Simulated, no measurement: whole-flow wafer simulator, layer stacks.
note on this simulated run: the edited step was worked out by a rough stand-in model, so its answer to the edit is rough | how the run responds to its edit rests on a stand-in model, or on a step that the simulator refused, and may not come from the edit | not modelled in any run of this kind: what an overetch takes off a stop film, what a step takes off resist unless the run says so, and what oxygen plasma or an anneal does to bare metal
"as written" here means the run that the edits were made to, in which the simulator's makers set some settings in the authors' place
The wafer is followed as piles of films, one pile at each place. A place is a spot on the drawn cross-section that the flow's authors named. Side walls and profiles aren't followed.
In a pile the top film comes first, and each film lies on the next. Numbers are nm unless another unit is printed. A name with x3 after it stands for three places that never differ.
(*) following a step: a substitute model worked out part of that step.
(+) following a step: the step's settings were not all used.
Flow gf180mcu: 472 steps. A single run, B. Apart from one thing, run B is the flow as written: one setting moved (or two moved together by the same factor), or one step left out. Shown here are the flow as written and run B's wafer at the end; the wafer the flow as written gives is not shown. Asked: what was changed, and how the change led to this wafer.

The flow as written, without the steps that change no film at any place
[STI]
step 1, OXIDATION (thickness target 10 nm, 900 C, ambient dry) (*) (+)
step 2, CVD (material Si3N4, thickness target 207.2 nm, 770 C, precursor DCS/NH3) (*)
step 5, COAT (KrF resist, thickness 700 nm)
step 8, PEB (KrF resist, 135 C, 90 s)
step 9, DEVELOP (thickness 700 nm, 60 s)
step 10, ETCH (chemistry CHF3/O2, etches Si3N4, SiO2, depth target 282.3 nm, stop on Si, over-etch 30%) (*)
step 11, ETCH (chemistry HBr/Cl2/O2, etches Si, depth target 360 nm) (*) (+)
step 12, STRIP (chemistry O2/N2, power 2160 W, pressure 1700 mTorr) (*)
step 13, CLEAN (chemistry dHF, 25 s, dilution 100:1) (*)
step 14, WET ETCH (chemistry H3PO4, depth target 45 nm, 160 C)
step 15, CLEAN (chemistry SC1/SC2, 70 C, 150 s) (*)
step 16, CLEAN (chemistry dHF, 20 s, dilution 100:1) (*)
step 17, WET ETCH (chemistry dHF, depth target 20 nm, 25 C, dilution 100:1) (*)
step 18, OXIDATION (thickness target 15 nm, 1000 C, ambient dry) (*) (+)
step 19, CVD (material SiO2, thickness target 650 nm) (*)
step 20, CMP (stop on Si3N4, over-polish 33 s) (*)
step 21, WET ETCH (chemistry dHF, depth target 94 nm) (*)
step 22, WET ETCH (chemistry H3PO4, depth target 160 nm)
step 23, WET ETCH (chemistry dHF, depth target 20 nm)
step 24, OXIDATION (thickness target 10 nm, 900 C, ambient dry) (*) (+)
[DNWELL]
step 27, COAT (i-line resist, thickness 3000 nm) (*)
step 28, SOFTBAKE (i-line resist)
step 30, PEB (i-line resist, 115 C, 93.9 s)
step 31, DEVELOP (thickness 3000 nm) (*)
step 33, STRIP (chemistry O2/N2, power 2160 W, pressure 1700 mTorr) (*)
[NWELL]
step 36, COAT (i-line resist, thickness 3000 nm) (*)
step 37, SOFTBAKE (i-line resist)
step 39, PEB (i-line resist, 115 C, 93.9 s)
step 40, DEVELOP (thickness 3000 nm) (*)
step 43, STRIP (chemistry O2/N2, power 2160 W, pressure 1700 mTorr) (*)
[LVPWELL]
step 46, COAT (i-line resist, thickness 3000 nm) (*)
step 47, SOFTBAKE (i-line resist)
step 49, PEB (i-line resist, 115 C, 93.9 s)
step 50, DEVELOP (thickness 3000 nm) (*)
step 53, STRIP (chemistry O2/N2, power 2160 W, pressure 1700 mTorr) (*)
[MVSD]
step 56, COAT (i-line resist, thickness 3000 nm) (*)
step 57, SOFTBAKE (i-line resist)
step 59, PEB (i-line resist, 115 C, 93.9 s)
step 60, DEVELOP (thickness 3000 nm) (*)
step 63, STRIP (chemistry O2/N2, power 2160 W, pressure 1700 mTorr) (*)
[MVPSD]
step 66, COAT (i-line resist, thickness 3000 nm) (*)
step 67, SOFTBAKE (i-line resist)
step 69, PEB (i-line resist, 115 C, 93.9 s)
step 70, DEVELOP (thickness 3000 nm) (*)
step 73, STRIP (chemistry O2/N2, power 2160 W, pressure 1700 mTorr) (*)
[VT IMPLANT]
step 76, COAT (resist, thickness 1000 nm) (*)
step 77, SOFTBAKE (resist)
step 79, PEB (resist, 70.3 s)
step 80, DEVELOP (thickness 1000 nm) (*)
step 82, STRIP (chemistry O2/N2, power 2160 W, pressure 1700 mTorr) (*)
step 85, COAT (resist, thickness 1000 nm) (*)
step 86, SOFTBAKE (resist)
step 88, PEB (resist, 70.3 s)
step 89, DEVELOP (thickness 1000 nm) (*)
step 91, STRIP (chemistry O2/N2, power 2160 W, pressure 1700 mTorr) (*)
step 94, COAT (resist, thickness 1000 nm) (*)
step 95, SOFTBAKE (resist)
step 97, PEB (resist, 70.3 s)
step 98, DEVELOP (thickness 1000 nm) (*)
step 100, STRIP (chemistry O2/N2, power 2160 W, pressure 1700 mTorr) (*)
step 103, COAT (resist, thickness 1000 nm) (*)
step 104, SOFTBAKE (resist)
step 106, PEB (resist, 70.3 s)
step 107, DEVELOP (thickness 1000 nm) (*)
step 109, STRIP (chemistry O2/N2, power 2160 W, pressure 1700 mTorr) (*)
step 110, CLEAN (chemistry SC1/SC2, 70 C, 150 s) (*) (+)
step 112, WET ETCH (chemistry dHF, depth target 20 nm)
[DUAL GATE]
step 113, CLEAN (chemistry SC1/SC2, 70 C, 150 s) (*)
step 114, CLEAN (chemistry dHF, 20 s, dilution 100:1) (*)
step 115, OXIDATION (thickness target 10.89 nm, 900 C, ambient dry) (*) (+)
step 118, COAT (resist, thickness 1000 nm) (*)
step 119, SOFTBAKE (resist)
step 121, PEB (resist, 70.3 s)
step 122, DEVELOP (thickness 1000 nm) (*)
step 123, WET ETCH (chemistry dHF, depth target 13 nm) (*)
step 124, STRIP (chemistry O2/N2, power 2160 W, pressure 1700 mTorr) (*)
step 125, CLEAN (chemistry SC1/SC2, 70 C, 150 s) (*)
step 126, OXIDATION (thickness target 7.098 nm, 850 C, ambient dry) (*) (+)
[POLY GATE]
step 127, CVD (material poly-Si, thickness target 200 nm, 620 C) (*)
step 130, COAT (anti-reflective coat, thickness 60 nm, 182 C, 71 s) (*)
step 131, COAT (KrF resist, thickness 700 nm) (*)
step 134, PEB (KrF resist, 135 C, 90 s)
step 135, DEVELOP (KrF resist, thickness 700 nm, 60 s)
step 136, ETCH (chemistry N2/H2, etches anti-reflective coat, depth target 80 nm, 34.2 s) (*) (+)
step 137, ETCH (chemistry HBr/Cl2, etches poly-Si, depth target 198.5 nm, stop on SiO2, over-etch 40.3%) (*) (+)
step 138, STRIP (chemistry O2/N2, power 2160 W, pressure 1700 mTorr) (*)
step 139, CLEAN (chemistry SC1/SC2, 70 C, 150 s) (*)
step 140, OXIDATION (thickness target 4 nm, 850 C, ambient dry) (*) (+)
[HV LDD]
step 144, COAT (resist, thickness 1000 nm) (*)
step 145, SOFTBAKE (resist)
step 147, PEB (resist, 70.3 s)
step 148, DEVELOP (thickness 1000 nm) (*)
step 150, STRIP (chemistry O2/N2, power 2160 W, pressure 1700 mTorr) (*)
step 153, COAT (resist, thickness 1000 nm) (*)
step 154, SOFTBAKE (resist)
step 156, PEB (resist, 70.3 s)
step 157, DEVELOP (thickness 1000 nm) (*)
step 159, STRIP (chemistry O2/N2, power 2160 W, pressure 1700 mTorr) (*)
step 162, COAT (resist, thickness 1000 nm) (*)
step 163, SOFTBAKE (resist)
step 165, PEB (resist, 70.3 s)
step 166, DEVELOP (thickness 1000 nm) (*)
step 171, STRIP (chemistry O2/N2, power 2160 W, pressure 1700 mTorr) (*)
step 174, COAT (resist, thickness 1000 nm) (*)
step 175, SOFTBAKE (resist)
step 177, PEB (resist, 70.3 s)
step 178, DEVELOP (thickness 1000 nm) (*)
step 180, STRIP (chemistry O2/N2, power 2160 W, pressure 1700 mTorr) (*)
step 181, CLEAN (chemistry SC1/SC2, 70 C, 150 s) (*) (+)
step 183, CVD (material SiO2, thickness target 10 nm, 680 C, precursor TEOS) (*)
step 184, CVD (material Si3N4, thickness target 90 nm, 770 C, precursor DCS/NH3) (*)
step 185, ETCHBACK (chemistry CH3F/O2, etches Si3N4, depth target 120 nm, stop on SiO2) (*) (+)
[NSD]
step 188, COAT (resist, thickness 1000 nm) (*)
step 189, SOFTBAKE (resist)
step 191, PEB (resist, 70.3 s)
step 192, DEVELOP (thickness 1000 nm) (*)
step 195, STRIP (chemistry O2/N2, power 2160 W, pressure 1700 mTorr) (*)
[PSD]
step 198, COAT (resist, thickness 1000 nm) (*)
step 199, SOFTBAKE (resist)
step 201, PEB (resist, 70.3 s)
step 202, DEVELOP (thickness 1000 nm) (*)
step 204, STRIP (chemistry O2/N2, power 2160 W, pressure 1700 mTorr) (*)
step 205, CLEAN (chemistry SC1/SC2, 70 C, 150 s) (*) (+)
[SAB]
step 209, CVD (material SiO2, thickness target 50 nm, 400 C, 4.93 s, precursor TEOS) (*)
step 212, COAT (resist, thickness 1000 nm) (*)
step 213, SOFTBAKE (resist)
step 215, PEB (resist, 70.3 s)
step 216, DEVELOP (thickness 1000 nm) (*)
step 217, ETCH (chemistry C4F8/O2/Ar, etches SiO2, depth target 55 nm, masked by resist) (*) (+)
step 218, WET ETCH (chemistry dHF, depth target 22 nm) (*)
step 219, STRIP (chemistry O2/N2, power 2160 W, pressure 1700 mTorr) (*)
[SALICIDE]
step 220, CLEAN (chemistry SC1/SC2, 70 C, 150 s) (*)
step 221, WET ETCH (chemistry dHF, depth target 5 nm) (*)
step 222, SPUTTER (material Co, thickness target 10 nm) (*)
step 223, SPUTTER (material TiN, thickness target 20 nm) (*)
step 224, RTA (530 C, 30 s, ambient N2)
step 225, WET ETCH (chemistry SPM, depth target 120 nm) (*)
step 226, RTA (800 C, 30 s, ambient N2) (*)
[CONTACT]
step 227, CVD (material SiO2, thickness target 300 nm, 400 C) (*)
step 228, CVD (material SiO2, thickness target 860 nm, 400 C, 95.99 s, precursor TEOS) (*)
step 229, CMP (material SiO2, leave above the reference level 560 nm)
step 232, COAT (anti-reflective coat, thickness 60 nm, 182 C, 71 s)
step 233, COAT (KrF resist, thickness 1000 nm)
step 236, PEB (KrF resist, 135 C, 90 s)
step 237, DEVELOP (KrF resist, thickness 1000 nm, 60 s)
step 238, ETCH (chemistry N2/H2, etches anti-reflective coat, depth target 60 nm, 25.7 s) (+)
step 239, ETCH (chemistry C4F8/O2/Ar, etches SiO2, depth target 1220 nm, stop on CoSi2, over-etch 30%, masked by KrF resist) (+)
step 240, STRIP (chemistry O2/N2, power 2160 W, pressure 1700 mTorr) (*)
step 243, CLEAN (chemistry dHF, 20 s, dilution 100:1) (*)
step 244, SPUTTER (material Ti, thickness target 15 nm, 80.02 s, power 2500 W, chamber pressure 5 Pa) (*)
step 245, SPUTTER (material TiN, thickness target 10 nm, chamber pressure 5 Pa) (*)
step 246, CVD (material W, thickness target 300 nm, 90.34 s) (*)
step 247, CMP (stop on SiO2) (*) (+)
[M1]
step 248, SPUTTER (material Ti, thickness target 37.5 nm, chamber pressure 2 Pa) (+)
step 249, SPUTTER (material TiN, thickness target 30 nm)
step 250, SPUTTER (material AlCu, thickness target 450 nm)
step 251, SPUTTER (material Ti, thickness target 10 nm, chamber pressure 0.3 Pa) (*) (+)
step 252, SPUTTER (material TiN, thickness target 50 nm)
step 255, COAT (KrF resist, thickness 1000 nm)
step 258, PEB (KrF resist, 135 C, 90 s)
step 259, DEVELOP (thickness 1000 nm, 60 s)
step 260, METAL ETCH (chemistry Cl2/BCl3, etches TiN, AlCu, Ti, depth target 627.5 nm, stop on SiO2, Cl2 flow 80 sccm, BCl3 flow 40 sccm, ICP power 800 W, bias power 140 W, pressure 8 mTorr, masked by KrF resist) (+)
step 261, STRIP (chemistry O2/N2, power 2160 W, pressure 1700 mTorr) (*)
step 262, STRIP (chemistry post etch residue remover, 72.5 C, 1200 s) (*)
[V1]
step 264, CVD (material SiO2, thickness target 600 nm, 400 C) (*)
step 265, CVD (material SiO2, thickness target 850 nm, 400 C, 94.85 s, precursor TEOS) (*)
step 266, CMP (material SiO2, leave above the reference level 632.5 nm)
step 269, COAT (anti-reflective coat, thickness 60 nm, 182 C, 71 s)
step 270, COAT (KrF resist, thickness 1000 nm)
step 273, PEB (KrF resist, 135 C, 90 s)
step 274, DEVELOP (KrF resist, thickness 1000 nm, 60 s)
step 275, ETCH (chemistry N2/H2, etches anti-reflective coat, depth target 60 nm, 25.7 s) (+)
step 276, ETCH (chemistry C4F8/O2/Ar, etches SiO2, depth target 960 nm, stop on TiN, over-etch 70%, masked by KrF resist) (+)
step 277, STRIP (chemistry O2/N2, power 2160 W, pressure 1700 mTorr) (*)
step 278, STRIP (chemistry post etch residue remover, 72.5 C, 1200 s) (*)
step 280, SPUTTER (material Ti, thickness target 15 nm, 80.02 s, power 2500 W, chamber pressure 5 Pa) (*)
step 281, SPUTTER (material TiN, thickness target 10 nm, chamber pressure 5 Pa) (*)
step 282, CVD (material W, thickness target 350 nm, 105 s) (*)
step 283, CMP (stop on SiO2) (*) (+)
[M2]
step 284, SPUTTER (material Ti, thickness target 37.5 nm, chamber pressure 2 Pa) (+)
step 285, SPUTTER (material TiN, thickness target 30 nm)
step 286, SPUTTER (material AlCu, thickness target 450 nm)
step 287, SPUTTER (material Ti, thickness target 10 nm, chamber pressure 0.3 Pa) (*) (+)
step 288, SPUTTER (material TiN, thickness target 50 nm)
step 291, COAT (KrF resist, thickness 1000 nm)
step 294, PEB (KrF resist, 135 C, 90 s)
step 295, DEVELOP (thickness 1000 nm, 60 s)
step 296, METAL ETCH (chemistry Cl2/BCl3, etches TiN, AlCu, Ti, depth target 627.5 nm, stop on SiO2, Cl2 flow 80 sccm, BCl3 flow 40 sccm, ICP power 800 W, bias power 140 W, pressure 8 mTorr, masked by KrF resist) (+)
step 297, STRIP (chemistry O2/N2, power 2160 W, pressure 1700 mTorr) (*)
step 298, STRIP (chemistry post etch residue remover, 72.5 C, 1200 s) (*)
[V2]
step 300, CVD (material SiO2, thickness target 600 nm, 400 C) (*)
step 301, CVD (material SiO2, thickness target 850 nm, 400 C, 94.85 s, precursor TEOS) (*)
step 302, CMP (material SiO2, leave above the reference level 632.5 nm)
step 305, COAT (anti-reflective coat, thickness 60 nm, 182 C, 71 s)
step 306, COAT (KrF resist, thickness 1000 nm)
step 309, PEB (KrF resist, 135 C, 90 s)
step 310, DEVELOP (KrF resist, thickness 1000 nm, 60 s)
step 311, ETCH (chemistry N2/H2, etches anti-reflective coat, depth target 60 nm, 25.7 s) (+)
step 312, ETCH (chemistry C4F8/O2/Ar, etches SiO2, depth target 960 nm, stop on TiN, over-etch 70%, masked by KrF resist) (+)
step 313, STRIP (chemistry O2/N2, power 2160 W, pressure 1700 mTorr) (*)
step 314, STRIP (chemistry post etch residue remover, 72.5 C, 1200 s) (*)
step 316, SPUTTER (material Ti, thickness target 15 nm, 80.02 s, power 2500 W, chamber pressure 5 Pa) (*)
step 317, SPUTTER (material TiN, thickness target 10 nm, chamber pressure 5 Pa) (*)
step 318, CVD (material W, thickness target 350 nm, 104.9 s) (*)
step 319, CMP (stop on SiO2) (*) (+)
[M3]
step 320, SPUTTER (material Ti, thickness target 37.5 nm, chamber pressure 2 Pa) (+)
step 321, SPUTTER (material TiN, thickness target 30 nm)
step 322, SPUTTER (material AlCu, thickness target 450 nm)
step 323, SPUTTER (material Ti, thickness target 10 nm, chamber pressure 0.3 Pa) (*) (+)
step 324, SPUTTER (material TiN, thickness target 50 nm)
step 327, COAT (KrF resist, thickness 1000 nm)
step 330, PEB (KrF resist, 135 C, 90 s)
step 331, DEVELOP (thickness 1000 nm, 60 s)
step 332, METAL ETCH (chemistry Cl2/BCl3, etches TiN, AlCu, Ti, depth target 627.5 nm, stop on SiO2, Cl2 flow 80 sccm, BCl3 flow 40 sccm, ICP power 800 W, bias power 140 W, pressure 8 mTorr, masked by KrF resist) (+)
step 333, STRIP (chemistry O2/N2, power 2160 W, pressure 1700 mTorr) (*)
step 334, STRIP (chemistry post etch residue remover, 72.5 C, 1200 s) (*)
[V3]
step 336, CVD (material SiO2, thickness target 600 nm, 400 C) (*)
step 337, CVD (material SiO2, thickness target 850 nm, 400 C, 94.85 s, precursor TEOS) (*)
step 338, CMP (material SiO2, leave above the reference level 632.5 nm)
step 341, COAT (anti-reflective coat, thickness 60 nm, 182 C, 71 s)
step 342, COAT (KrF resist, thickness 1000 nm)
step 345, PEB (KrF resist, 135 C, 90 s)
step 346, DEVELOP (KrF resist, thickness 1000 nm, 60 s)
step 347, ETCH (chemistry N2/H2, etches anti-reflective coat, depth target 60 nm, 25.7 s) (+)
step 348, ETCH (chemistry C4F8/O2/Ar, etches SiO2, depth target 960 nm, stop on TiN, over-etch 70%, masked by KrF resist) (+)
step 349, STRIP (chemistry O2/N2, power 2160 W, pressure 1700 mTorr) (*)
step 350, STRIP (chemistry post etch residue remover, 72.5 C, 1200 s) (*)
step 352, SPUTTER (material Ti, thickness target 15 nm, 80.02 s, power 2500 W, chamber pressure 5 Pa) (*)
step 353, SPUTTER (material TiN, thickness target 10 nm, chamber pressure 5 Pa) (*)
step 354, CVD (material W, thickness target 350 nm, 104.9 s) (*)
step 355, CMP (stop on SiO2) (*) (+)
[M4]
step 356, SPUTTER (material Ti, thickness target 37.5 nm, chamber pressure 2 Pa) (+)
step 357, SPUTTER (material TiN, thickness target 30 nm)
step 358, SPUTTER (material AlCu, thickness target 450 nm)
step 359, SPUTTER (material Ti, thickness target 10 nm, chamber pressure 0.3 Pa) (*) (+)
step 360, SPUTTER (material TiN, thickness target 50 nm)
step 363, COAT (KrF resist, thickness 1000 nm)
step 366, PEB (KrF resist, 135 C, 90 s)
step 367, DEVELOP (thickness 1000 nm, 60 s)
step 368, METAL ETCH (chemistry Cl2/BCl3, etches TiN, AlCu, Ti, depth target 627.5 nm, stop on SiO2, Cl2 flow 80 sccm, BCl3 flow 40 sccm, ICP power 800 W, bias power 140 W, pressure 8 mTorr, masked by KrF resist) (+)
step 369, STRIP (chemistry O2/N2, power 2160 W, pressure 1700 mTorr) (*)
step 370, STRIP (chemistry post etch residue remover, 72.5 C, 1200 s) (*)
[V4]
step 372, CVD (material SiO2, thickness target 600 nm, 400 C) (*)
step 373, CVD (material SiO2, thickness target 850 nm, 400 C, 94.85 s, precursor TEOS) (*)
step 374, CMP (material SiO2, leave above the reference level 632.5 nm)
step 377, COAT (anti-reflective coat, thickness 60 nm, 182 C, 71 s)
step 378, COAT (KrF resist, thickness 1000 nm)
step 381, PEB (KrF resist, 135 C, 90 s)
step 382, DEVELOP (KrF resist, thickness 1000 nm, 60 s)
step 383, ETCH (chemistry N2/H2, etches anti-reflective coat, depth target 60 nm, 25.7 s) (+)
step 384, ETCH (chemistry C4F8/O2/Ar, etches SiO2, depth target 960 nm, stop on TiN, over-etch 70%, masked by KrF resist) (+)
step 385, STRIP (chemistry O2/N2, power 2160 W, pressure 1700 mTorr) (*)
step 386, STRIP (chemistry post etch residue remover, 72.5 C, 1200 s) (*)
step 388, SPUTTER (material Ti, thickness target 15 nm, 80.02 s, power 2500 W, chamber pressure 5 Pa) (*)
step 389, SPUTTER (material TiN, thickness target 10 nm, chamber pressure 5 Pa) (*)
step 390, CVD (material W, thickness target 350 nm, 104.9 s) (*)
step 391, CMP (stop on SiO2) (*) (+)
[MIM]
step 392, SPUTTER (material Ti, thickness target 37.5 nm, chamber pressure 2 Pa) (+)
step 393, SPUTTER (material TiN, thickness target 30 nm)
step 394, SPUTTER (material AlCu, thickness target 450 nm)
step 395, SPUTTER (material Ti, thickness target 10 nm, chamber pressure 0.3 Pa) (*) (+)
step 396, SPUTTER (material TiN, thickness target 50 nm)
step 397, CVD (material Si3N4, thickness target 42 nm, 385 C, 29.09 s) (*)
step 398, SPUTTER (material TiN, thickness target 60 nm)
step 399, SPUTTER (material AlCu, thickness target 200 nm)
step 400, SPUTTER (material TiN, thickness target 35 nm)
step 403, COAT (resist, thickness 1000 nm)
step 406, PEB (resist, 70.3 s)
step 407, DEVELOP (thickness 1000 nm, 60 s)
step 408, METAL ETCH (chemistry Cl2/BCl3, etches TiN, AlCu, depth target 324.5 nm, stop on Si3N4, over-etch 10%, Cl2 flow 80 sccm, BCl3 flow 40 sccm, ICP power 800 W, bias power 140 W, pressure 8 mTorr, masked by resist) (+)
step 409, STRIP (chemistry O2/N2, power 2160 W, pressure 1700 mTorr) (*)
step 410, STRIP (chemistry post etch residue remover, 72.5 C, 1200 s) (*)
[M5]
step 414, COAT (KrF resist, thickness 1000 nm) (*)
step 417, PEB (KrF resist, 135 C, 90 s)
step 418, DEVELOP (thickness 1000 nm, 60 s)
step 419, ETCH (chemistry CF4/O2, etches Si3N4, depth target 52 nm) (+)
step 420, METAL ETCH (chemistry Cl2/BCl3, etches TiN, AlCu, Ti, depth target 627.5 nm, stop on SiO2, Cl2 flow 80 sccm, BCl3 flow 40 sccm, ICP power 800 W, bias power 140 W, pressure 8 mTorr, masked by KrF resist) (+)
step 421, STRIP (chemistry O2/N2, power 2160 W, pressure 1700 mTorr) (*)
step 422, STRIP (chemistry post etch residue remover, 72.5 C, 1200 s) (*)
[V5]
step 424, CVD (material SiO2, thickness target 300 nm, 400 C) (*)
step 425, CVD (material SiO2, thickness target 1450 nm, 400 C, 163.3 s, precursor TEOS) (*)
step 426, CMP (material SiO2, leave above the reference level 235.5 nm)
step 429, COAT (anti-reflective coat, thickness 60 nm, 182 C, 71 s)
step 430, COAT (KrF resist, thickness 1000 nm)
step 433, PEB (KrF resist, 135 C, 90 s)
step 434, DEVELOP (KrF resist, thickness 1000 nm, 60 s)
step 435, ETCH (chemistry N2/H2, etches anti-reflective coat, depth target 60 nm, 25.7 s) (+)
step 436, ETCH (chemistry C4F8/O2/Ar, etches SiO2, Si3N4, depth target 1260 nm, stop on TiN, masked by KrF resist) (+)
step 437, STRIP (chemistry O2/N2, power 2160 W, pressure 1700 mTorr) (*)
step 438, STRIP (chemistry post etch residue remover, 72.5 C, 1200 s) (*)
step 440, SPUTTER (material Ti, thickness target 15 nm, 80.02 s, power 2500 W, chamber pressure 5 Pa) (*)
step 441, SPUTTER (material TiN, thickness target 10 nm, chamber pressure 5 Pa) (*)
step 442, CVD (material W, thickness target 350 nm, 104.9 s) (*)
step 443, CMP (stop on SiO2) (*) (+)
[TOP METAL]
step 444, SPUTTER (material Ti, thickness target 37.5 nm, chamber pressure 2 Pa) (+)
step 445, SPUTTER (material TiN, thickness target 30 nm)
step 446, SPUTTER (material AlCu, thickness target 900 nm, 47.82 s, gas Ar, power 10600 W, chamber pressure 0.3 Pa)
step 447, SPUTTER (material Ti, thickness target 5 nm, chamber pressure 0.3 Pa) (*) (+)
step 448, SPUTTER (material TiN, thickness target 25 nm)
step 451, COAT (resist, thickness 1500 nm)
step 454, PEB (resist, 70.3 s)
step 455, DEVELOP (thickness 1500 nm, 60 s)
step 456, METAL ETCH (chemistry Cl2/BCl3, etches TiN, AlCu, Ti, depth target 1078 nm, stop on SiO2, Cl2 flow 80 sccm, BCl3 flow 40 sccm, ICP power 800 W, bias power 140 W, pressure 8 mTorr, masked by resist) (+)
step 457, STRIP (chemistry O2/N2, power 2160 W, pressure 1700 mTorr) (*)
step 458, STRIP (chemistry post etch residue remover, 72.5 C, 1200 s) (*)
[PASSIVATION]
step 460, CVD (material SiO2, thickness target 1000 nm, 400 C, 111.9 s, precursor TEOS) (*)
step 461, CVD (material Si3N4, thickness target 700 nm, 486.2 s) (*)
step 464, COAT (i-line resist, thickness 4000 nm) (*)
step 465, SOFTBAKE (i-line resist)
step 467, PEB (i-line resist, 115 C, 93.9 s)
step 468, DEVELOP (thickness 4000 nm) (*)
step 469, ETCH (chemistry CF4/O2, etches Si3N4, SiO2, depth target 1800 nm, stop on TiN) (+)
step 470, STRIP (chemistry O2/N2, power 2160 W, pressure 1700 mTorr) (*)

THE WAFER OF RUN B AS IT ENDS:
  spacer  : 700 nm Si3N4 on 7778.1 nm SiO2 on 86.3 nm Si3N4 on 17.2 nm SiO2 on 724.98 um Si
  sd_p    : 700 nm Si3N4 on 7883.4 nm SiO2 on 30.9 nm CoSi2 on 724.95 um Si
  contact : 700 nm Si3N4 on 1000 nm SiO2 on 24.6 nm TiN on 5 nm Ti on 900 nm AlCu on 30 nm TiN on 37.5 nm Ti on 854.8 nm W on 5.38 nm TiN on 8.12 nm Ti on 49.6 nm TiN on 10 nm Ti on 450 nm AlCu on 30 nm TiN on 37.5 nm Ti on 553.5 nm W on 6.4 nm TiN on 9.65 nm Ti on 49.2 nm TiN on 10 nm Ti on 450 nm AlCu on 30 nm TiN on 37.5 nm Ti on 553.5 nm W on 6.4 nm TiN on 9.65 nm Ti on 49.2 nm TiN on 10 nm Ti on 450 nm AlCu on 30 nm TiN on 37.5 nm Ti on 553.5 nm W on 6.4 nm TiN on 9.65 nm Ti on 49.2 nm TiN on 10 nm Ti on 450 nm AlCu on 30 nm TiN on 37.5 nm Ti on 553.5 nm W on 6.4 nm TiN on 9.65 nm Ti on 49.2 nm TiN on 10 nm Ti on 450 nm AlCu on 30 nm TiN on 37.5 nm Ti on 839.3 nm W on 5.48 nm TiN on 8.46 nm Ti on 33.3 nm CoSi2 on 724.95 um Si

Cause: step 209, CVD: thickness target 67 nm was run, whereas the flow has thickness target 50 nm; step 209, CVD: 6.606 s was run, where the flow has 4.93 s.

Step by step, how the change led to this:
  step 209, CVD (material SiO2, thickness target 50 nm, 400 C, 4.93 s, precursor TEOS) (*)
      field, field__w7, field__w8 and 73 more: +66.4 SiO2 (it would be, as written: +50 SiO2)
      field_sub__w1, field_sub__w3, field_sub__w4, field_sub__w5, ld_drift_n, nplus_u: +65 SiO2 (it would be, as written: +48.9 SiO2)
      (as well as at 27 more places)
  step 217, ETCH (chemistry C4F8/O2/Ar, etches SiO2, depth target 55 nm, masked by resist) (*) (+)
      spacer: -55 SiO2 (it would be, as written: -50 SiO2 (all of it), -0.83 Si3N4)
  step 218, WET ETCH (chemistry dHF, depth target 22 nm) (*)
      spacer: -11.4 SiO2 (all of it), -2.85 Si3N4 (it would be, as written: -2.46 Si3N4)
      gate, gate_hv, gate_p and 23 more: -21.9 SiO2 (all of it) (it would be, as written: -5.48 SiO2 (all of it))
      (as well as at 73 more places)
  step 223, SPUTTER (material TiN, thickness target 20 nm) (*)
      field__w12: +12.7 TiN (new film) (it would be, as written: +12 TiN (new film))
  step 225, WET ETCH (chemistry SPM, depth target 120 nm) (*)
      field__w12: -12.7 TiN (all of it), -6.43 Co (all of it) (it would be, as written: -12 TiN (all of it), -6.15 Co (all of it))
  step 226, RTA (800 C, 30 s, ambient N2) (*)
      sd_p: +30.9 CoSi2 (new film), -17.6 CoSi (all of it), -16 Si (it would be, as written: +31.8 CoSi2 (new film), -18.1 CoSi (all of it), -16.5 Si)
  step 229, CMP (material SiO2, leave above the reference level 560 nm)
      ldn_sep__w1, ldn_sep__w2, ldn_dft and 8 more: -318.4 SiO2 (it would be, as written: -311 SiO2)
      sti, mim_1p0, pad, dice_street, iso_nw_fld, iso_fld_sub: -304.2 SiO2 (it would be, as written: -296.8 SiO2)
      (as well as at 43 more places)
